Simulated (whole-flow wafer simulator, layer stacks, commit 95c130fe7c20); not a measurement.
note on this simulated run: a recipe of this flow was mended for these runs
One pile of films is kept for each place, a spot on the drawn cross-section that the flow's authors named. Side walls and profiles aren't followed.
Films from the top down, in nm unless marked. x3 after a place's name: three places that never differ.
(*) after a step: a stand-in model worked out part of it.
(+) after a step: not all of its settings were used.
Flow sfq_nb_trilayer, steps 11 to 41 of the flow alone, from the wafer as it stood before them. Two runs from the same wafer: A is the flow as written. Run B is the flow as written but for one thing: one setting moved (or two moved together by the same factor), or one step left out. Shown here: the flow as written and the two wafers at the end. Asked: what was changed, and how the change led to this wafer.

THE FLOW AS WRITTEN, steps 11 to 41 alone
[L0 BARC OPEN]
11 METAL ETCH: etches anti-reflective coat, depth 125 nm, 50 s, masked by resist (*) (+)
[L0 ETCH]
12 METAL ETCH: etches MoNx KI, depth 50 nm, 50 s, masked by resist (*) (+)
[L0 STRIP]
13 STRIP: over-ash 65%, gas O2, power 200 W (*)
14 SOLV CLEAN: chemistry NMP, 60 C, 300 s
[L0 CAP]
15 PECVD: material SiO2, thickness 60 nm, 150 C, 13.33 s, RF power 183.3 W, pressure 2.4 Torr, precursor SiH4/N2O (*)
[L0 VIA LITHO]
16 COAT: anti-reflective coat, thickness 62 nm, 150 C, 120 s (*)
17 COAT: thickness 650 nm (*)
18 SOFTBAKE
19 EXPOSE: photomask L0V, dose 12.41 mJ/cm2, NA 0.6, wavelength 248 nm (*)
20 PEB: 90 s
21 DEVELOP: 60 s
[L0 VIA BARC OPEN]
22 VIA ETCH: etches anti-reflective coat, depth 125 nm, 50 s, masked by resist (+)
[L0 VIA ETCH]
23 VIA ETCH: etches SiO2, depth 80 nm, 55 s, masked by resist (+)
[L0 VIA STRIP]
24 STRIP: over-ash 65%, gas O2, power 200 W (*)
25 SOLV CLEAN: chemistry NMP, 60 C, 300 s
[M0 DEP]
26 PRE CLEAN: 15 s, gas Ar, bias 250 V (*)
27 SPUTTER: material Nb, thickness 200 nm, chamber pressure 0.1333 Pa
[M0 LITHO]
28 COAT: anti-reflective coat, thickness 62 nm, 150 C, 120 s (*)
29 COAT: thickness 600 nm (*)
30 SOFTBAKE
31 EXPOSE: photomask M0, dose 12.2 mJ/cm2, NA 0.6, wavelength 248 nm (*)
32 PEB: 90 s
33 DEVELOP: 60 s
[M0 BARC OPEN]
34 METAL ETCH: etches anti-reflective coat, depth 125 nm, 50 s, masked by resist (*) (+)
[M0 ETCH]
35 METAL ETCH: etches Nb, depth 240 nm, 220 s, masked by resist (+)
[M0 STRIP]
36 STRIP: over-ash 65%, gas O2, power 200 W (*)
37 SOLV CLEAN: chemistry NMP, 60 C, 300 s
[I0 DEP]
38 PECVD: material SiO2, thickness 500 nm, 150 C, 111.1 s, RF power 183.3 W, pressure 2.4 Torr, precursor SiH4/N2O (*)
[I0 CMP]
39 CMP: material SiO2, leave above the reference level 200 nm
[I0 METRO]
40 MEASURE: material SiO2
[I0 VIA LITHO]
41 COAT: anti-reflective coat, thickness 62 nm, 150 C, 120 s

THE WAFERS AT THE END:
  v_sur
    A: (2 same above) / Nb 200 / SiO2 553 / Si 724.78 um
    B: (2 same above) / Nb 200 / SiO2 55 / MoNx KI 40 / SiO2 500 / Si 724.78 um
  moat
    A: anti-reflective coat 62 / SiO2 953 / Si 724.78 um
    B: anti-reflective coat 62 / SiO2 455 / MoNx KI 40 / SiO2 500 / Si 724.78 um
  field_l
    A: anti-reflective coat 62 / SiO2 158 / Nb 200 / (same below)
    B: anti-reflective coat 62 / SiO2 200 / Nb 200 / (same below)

The cause: step 12, METAL ETCH: etches MoNx KI, depth 50 nm, 50 s, masked by resist (*) (+), was left out.

How the change led to this, step by step:
  13 STRIP: over-ash 65%, gas O2, power 200 W (*)
      field_l, l0_sur, l0v, l0r_line_l, l0r_line_c, l0r_line_r: A KrF-resist-other-grade -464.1 (all of it), anti-reflective coat -62 (all of it) | B KrF-resist-other-grade -505.8 (all of it), anti-reflective coat -62 (all of it)
  15 PECVD: material SiO2, thickness 60 nm, 150 C, 13.33 s, RF power 183.3 W, pressure 2.4 Torr, precursor SiH4/N2O (*)
      v_sur, via_wl, via_w and 97 more: A SiO2 +60 | B SiO2 +60 (new film)
  16 COAT: anti-reflective coat, thickness 62 nm, 150 C, 120 s (*)
      via_v, be_sur, gap and 9 more: A anti-reflective coat +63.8 (new film) | B anti-reflective coat +62 (new film)
      l0r_line_l, l0r_line_c, l0r_line_r: A anti-reflective coat +56.2 (new film) | B anti-reflective coat +62 (new film)
      (and at 15 more places)
  22 VIA ETCH: etches anti-reflective coat, depth 125 nm, 50 s, masked by resist (+)
      l0v: A anti-reflective coat -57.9 (all of it), SiO2 -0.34 | B anti-reflective coat -62 (all of it), SiO2 -0.31
  24 STRIP: over-ash 65%, gas O2, power 200 W (*)
      gap, jj_sur, ce_l, c5j, be_r, r_sur, res: A KrF-resist-other-grade -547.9 (all of it), anti-reflective coat -63.8 (all of it) | B KrF-resist-other-grade -541.9 (all of it), anti-reflective coat -62 (all of it)
      l0r_line_l, l0r_line_c, l0r_line_r: A KrF-resist-other-grade -540.5 (all of it), anti-reflective coat -56.2 (all of it) | B KrF-resist-other-grade -541.9 (all of it), anti-reflective coat -62 (all of it)
      (and at 19 more places)
  28 COAT: anti-reflective coat, thickness 62 nm, 150 C, 120 s (*)
      be_sur, gap, jj_sur and 8 more: A anti-reflective coat +63.7 (new film) | B anti-reflective coat +61.9 (new film)
      via_v, be, moat: A anti-reflective coat +63.8 (new film) | B anti-reflective coat +61.9 (new film)
      (and at 16 more places)
  34 METAL ETCH: etches anti-reflective coat, depth 125 nm, 50 s, masked by resist (*) (+)
      moat: A anti-reflective coat -63.8 (all of it) | B anti-reflective coat -61.9 (all of it)
  36 STRIP: over-ash 65%, gas O2, power 200 W (*)
      ce_r, sp_r, be_r, r_sur: A KrF-resist-other-grade -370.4 (all of it), anti-reflective coat -63.7 (all of it) | B KrF-resist-other-grade -364.4 (all of it), anti-reflective coat -61.9 (all of it)
      c5j, res, r_end: A KrF-resist-other-grade -370.5 (all of it), anti-reflective coat -63.7 (all of it) | B KrF-resist-other-grade -364.4 (all of it), anti-reflective coat -61.9 (all of it)
      (and at 25 more places)
  39 CMP: material SiO2, leave above the reference level 200 nm
      field_l, l0_sur, l0r_line_l, l0r_line_c, l0r_line_r: A SiO2 -342 | B SiO2 -300
      l0v: A SiO2 -277.4 | B SiO2 -235.4
Counting metal films that touch as one body, v_sur has 2 bodies (between them, from the top down: SiO2 55); the flow as written gives 1 body.
Counting metal films that touch as one body, moat has 1 body; the flow as written gives 0 bodies.
